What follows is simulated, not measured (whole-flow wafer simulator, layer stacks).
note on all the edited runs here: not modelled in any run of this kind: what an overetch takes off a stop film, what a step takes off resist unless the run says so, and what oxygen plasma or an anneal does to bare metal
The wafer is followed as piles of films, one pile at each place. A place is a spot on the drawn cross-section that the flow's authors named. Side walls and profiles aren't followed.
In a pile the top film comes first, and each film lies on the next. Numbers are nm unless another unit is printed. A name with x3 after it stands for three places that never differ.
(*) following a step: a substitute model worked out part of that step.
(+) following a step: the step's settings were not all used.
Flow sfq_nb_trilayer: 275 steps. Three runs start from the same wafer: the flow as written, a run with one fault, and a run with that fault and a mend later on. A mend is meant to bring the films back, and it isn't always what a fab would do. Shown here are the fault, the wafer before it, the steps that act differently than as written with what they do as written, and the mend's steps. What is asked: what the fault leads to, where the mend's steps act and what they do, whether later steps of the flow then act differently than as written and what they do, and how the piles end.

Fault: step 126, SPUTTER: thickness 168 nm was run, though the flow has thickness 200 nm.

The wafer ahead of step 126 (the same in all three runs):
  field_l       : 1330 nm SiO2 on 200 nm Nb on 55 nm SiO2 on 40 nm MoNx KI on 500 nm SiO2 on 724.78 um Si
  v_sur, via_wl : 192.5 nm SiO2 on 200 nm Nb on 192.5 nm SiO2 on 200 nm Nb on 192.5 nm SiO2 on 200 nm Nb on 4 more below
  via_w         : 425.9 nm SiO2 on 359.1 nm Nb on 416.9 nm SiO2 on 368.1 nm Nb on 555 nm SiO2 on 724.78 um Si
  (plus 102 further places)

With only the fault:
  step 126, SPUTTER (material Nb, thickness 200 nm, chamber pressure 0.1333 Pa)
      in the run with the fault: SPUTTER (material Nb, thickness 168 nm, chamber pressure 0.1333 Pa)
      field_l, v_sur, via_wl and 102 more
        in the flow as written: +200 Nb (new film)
        in the run with the fault: +168 Nb (new film)
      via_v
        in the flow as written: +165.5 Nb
        in the run with the fault: +138.8 Nb
  Steps later in the flow that act otherwise than as written (8 other steps are not shown; they differ only slightly, by no more than 2% or 0.5 nm, whichever is larger):
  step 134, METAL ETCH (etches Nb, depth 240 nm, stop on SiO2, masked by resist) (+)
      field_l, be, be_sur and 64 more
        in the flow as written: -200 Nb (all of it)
        in the run with the fault: -168 Nb (all of it)
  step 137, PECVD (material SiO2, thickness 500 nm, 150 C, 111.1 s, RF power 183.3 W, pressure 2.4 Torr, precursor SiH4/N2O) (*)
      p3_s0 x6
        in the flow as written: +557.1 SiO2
        in the run with the fault: +525.1 SiO2
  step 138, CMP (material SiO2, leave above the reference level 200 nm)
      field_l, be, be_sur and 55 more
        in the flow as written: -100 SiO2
        in the run with the fault: -132 SiO2
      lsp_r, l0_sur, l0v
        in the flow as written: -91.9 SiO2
        in the run with the fault: -125.2 SiO2
  At v_sur, via_wl, via_w and 36 more, the piles at the end differ from the flow's by more than 2% or 0.5 nm, whichever is larger.
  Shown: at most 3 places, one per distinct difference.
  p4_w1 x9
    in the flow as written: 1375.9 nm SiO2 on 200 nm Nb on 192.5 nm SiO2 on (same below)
    in the run with the fault: 1375.9 nm SiO2 on 168 nm Nb on 192.5 nm SiO2 on (same below)
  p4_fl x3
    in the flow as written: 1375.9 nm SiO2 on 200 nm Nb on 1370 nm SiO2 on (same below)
    in the run with the fault: 1375.9 nm SiO2 on 168 nm Nb on 1370 nm SiO2 on (same below)
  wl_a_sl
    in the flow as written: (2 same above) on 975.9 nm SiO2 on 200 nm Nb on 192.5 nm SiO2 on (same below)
    in the run with the fault: (2 same above) on 975.9 nm SiO2 on 168 nm Nb on 192.5 nm SiO2 on (same below)

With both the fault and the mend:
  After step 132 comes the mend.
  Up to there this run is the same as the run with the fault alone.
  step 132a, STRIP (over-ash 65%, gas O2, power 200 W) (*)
      p3_s0 x6, p3_fr x3, wl_d_sl and 38 more
        -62 anti-reflective coat (all of it)
      p4_fl x3, p4_w1 x9, p4_g1 x2 and 15 more
        -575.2 KrF resist (all of it), -62 anti-reflective coat (all of it)
      moat, field_r, lsp_l, lsp_r, l0_sur, l0v
        -61.8 anti-reflective coat (all of it)
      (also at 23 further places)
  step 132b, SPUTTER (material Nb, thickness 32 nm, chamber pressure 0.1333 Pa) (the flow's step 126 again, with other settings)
      field_l, v_sur, via_wl and 102 more
        +32 Nb
      via_v
        +24.4 Nb
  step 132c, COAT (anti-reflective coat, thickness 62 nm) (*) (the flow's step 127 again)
      p4_fl x3, p4_w1 x9, p4_g1 x2 and 63 more
        +62 anti-reflective coat (new film)
      moat, field_r, lsp_l and 6 more
        +61.8 anti-reflective coat (new film)
      be_r, r_sur, res, r_end
        +61.7 anti-reflective coat (new film)
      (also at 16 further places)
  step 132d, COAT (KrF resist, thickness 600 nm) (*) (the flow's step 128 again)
      p4_fl x3, p4_w1 x9, p4_g1 x2 and 63 more
        +600 KrF resist (new film)
      field_r, lsp_l, ln_m5, lsp_m, l0v
        +599.5 KrF resist (new film)
      ln_m6, lsp_r, l0_sur
        +599.6 KrF resist (new film)
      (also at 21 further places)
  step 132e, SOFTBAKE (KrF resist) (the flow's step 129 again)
      alters no film at any place that is followed
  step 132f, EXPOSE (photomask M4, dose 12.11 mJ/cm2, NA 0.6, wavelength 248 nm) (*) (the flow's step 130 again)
      alters no film at any place that is followed
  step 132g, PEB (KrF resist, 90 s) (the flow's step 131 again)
      field_l, v_sur, via_wl and 97 more
        -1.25 KrF resist
      via_w, via_wr, via_sp, wire, be
        -1.24 KrF resist
      via_v
        -1.61 KrF resist
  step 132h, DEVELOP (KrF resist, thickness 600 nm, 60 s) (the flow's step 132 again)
      p3_s0 x6, p3_fr x3, wl_d_sl and 38 more
        -598.7 KrF resist (all of it)
      v_sur, via_wl, via_w and 36 more
        -23.5 KrF resist
      moat, field_r, lsp_l
        -598.2 KrF resist (all of it)
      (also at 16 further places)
  Later steps of the flow that are run all act as written at every place that is followed, up to a difference of at most 2% or 0.5 nm, whichever is larger.
  At the end the piles are close to the flow's at the places that both follow, differing by at most 2% or 0.5 nm, whichever is larger.
